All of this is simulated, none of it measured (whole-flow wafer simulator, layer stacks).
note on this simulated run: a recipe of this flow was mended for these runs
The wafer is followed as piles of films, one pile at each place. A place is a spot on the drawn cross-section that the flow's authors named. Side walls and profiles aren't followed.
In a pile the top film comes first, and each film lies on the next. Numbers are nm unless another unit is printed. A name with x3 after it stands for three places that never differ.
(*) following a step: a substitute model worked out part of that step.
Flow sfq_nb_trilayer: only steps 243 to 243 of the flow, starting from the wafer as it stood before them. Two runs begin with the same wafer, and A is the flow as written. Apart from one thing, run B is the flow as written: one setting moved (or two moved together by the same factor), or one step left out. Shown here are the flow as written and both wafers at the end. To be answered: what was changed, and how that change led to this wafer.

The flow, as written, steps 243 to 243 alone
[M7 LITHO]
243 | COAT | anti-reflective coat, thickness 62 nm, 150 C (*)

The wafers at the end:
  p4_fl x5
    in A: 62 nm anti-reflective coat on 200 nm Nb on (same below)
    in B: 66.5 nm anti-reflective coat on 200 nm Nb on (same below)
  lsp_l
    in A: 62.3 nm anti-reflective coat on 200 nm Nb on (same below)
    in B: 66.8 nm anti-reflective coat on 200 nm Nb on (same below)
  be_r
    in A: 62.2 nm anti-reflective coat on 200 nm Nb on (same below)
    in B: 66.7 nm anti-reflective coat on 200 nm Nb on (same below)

The reason: step 243, COAT: thickness 66.5 nm was run, though the flow has thickness 62 nm.
The wafer lets one read it off: p4_fl x5 has anti-reflective coat 66.5, and step 243 as written asks for 62 nm.

How this came from the change, step by step:
  243 | COAT | anti-reflective coat, thickness 62 nm, 150 C (*)
      p4_fl x5, p4_w1 x9, p3_s0 x15 and 48 more: A anti-reflective coat gains 62 (new film) | B anti-reflective coat gains 66.5 (new film)
      lsp_l, ln_m5, lsp_m, ln_m6, lsp_r, l0_sur, l0v: A anti-reflective coat gains 62.3 (new film) | B anti-reflective coat gains 66.8 (new film)
      (also at 22 further places)
